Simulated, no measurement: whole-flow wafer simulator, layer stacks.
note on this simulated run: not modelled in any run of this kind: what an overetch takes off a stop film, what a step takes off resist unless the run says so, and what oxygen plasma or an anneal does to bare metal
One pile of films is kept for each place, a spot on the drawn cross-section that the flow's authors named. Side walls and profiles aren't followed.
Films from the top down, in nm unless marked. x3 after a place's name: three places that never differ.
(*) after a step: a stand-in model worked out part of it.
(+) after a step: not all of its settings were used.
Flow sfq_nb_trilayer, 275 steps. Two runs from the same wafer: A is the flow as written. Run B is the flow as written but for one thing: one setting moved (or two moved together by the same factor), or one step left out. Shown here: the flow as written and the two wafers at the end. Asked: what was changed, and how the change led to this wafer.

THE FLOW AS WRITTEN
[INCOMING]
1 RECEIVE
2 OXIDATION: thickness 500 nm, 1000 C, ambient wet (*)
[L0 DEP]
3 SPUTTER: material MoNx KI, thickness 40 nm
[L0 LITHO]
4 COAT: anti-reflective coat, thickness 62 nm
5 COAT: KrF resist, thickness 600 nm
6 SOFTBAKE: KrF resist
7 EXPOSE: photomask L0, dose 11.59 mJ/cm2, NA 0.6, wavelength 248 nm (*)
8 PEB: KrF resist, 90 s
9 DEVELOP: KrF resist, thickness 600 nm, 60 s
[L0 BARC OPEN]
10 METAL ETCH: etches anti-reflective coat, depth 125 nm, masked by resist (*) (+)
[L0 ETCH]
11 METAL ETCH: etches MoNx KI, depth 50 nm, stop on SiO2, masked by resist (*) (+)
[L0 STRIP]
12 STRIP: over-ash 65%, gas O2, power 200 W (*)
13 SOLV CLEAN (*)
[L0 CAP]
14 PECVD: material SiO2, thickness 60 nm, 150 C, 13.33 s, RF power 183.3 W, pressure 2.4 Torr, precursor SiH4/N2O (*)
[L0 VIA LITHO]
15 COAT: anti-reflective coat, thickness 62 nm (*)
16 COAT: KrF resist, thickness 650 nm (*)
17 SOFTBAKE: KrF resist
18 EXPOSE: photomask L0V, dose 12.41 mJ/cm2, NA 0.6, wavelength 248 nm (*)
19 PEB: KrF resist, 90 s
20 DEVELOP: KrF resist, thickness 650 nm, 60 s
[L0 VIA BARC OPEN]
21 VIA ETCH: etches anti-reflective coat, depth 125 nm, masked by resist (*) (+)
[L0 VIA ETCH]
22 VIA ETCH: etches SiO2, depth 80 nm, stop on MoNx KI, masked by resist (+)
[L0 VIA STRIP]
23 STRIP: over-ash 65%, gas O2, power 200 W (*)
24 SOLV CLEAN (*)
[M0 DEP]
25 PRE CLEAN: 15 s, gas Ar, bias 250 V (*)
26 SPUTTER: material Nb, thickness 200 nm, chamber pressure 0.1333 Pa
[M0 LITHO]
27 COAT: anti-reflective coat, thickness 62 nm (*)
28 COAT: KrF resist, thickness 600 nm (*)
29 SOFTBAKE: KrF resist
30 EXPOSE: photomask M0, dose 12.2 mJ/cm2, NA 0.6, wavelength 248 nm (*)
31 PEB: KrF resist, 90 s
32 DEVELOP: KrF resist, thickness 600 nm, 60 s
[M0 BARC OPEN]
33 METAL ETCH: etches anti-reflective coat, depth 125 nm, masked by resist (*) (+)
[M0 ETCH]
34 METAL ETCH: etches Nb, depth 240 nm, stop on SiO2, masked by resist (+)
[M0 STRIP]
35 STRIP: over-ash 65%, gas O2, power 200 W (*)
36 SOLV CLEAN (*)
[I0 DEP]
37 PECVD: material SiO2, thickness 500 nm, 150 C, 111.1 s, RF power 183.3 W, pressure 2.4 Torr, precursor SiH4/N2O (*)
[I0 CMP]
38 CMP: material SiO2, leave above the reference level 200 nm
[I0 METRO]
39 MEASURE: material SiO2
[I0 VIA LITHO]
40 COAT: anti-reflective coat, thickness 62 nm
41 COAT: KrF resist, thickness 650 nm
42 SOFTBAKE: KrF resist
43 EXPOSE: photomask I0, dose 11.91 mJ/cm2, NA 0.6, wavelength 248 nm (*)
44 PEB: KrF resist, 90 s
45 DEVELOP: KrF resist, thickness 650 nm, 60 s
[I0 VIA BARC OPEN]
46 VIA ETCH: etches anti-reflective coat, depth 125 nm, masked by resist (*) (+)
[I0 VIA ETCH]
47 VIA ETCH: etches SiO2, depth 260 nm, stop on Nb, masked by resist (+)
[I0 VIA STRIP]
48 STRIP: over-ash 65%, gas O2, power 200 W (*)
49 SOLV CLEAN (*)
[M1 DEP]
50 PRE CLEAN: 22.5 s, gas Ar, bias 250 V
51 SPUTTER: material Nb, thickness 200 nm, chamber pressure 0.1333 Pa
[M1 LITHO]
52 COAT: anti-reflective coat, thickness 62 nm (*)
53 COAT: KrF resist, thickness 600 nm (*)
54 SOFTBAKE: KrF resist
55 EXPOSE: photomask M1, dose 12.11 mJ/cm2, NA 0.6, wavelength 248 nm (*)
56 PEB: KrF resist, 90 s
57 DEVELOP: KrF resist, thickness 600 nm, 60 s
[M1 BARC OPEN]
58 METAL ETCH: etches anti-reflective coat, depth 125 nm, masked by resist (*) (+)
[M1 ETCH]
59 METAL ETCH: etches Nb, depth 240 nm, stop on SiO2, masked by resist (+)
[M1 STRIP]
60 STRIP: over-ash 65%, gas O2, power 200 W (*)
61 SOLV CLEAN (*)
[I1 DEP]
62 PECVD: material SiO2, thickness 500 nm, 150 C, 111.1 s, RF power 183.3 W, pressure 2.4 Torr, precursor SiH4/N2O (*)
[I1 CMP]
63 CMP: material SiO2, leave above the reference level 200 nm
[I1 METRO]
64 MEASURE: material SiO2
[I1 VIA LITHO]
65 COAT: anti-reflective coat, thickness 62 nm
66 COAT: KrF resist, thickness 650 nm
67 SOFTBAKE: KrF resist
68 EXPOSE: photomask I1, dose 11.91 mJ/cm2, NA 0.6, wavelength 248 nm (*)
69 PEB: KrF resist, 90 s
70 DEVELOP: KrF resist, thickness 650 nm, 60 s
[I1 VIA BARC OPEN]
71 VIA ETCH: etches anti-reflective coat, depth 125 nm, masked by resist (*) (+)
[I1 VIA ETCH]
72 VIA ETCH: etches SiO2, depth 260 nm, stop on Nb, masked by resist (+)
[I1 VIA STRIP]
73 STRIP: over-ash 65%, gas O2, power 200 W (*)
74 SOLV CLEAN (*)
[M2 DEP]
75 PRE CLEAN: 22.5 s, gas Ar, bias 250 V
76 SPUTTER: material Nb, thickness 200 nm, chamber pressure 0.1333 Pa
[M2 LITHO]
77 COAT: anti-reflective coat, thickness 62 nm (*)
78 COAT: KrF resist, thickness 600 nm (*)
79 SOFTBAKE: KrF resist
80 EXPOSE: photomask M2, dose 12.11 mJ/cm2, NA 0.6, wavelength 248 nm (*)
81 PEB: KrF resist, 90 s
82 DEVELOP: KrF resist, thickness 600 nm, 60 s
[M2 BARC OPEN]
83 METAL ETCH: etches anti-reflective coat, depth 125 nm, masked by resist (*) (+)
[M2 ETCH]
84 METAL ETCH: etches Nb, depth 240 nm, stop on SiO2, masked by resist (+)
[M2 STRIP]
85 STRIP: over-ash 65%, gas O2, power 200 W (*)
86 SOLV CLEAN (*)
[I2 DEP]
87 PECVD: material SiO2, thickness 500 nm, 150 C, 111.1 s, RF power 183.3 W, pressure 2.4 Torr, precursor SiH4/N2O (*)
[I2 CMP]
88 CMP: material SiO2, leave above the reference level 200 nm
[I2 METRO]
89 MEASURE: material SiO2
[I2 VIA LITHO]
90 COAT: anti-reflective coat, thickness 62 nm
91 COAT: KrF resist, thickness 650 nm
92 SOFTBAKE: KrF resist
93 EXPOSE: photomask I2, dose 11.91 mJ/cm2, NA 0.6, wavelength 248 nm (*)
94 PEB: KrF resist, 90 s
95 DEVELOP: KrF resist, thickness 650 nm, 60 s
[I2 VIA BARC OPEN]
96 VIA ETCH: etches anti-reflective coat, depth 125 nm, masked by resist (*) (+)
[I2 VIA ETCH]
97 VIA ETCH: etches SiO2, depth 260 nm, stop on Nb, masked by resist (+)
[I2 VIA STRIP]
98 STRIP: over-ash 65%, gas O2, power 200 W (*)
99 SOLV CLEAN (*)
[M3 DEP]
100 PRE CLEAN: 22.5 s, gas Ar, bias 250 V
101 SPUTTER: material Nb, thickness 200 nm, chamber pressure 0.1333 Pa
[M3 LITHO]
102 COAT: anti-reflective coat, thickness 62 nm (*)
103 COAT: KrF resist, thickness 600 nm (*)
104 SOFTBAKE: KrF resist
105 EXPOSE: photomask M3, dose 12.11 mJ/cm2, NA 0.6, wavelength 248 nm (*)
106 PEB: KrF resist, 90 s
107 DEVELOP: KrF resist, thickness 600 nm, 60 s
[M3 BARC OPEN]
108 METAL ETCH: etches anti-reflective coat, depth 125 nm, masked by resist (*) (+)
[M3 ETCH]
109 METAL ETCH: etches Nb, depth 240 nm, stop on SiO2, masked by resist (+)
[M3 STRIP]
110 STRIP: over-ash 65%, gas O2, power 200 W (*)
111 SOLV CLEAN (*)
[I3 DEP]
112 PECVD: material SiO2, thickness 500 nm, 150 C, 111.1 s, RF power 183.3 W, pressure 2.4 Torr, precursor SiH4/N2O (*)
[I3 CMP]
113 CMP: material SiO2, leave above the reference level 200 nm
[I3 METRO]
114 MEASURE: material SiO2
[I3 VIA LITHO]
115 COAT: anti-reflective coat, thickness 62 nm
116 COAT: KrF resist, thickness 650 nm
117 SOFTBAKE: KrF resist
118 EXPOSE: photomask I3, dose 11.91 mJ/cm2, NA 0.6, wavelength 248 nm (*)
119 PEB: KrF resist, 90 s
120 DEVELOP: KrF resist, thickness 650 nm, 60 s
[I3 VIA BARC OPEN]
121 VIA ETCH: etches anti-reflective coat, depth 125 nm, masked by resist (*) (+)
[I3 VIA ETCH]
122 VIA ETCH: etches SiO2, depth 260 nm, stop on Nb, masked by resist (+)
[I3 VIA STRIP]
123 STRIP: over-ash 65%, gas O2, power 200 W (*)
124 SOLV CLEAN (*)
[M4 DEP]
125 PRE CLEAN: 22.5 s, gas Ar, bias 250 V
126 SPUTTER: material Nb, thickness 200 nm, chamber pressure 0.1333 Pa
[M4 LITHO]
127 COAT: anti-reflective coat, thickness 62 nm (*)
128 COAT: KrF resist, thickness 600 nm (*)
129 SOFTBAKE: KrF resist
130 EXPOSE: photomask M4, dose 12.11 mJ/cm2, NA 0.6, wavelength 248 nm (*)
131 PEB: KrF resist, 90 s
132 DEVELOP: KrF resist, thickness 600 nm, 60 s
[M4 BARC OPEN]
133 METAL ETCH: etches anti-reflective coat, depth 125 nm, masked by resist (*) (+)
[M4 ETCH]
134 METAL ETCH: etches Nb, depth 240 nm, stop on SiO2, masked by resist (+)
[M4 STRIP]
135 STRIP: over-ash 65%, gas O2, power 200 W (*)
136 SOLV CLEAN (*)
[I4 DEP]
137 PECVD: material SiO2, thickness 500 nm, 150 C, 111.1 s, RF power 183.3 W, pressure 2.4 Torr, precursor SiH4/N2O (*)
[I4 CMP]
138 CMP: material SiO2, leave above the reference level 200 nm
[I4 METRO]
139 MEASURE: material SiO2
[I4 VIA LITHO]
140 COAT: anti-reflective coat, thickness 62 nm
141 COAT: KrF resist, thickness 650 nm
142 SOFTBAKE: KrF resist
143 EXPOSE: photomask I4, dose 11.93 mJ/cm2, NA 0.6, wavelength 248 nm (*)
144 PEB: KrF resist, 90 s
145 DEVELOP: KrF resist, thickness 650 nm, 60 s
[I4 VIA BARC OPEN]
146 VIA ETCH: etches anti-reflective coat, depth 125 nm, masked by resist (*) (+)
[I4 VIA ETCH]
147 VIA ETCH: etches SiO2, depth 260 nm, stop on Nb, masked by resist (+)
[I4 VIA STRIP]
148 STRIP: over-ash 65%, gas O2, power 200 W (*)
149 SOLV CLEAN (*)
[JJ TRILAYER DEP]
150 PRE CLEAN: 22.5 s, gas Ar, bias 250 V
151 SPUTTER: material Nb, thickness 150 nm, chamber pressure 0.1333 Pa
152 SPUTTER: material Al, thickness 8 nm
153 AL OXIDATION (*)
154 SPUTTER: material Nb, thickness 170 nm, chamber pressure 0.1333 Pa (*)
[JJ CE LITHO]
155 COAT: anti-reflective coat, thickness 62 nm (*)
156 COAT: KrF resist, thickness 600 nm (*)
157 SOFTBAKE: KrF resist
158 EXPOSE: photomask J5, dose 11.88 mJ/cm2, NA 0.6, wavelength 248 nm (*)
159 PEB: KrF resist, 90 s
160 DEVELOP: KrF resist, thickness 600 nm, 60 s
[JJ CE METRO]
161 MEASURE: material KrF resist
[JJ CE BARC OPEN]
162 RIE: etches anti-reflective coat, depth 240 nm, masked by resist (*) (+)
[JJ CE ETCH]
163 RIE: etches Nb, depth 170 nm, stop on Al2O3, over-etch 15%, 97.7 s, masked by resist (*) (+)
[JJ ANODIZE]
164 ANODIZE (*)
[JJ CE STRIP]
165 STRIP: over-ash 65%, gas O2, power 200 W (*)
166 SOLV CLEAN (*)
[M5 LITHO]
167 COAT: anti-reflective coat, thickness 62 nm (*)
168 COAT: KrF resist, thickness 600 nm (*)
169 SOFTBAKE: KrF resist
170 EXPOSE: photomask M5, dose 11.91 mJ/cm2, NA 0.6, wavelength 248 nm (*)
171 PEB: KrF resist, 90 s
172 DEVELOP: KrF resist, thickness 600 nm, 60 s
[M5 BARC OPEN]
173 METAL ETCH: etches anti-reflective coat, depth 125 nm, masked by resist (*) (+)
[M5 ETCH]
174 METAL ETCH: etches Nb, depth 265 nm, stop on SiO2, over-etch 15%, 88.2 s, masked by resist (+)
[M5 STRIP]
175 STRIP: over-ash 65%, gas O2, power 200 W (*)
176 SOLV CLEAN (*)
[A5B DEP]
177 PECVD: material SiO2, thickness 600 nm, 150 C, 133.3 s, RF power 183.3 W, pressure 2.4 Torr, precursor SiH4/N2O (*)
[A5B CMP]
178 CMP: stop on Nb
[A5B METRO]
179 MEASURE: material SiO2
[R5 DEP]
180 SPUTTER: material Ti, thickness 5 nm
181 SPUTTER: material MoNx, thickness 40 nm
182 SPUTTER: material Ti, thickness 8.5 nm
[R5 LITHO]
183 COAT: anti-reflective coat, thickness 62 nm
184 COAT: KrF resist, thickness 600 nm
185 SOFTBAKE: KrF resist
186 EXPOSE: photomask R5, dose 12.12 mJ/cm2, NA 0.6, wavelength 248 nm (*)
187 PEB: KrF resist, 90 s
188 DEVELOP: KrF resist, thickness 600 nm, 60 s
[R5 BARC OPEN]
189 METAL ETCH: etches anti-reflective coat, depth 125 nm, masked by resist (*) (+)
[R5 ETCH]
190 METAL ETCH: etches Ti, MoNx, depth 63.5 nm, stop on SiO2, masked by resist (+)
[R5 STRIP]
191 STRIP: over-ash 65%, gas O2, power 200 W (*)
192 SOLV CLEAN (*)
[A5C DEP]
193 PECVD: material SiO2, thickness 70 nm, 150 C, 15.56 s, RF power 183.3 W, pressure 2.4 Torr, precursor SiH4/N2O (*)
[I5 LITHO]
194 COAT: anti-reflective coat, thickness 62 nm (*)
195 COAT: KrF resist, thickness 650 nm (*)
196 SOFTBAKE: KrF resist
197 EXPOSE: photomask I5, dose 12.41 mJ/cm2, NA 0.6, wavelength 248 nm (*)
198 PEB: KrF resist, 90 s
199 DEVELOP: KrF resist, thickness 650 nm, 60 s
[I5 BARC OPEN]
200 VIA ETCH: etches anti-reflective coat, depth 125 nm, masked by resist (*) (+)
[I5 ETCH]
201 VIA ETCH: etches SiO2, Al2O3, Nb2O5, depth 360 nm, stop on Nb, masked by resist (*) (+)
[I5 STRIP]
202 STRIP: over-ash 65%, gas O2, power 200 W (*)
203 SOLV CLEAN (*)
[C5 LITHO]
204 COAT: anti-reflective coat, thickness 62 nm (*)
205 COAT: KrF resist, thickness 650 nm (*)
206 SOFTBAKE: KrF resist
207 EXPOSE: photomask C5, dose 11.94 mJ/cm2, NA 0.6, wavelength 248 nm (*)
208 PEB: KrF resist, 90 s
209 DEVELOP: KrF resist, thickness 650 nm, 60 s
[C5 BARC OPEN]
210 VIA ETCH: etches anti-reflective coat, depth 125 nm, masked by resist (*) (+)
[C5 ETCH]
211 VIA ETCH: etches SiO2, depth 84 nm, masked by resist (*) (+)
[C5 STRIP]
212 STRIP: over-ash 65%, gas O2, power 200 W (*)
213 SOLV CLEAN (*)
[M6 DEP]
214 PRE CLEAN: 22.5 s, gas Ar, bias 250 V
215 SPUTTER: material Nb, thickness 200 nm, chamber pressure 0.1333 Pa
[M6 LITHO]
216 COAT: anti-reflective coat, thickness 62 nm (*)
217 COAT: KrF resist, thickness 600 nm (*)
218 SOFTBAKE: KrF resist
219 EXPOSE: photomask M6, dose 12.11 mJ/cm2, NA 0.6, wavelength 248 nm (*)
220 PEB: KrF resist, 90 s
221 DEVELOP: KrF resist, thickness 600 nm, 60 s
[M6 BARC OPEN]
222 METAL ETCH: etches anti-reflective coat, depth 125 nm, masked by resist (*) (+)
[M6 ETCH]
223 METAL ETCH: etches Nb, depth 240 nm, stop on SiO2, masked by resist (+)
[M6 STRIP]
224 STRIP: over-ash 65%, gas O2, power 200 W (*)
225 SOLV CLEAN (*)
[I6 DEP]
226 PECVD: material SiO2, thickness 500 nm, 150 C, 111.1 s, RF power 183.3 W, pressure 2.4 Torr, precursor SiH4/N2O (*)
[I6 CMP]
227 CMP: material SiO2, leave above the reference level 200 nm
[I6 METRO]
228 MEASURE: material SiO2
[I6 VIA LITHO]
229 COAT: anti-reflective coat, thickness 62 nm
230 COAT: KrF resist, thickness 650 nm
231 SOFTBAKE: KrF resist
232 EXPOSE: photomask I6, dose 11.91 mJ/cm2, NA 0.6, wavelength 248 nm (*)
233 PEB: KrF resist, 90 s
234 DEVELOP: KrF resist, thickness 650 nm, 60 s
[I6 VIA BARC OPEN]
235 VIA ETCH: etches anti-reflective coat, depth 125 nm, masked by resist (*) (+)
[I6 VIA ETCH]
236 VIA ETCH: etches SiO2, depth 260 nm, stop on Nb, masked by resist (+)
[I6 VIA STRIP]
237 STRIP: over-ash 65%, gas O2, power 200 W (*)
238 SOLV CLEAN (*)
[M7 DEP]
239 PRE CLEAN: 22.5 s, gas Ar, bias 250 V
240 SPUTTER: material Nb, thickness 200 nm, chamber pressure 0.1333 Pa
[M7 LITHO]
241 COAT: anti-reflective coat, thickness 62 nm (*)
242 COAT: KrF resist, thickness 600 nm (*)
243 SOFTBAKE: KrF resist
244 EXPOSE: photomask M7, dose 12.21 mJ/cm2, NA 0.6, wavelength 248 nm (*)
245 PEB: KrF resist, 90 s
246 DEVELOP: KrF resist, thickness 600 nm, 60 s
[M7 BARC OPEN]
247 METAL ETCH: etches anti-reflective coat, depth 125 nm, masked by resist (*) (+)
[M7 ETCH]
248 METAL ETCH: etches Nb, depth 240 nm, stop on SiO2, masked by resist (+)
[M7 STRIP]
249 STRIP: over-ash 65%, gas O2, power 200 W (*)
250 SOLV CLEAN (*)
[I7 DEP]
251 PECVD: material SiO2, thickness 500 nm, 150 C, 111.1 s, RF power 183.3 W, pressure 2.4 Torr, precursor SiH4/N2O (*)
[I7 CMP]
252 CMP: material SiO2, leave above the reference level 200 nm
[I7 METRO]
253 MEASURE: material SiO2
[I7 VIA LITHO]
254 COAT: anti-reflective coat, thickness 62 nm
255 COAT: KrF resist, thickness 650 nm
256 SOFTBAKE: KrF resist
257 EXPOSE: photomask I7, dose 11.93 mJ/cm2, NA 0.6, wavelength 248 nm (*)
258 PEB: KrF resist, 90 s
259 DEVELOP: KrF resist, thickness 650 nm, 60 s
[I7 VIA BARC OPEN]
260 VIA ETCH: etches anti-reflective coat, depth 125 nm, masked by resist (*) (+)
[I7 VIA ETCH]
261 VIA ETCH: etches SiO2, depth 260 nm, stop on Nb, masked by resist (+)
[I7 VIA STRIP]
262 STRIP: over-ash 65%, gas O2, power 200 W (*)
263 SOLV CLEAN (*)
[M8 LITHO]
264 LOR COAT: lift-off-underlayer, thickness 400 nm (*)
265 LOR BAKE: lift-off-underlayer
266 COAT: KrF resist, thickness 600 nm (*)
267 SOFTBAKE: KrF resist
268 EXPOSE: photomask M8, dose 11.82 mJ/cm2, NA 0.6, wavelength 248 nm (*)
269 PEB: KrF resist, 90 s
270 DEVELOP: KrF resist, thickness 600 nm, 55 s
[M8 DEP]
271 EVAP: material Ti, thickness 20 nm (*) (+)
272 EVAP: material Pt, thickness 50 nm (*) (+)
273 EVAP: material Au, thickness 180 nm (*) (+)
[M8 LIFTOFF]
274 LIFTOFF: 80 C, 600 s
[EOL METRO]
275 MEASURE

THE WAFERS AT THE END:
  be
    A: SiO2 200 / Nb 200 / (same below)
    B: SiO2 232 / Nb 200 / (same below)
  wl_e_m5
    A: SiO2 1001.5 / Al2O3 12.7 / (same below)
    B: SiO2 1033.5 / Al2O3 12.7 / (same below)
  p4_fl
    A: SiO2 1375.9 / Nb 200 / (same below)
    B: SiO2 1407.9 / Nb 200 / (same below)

The cause: step 252, CMP: leave above the reference level 232 nm was run, where the flow has leave above the reference level 200 nm.
It can be read off the wafer: be has SiO2 232, and step 252 as written asks for 200 nm.

How the change led to this, step by step:
  252 CMP: material SiO2, leave above the reference level 200 nm
      field_l, p4_fl, p4_fm and 56 more: A SiO2 -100 | B SiO2 -68
      v_sur, via_wl, via_w and 37 more: A SiO2 -300 | B SiO2 -268
      (and at 7 more places)
  261 VIA ETCH: etches SiO2, depth 260 nm, stop on Nb, masked by resist (+)
      via_wl, via_w, via_wr: A SiO2 -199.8 (all of it) | B SiO2 -231.8 (all of it)
  264 LOR COAT: lift-off-underlayer, thickness 400 nm (*)
      via_wl, via_wr: A lift-off-underlayer +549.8 (new film) | B lift-off-underlayer +573.7 (new film)
      via_w: A lift-off-underlayer +536.4 (new film) | B lift-off-underlayer +558.2 (new film)
  270 DEVELOP: KrF resist, thickness 600 nm, 55 s
      via_wl: A KrF resist -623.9 (all of it), lift-off-underlayer -549.8 (all of it) | B KrF resist -627.9 (all of it), lift-off-underlayer -573.7 (all of it)
      via_w: A KrF resist -635.4 (all of it), lift-off-underlayer -536.4 (all of it) | B KrF resist -641.3 (all of it), lift-off-underlayer -558.2 (all of it)
      (and at 1 more place)
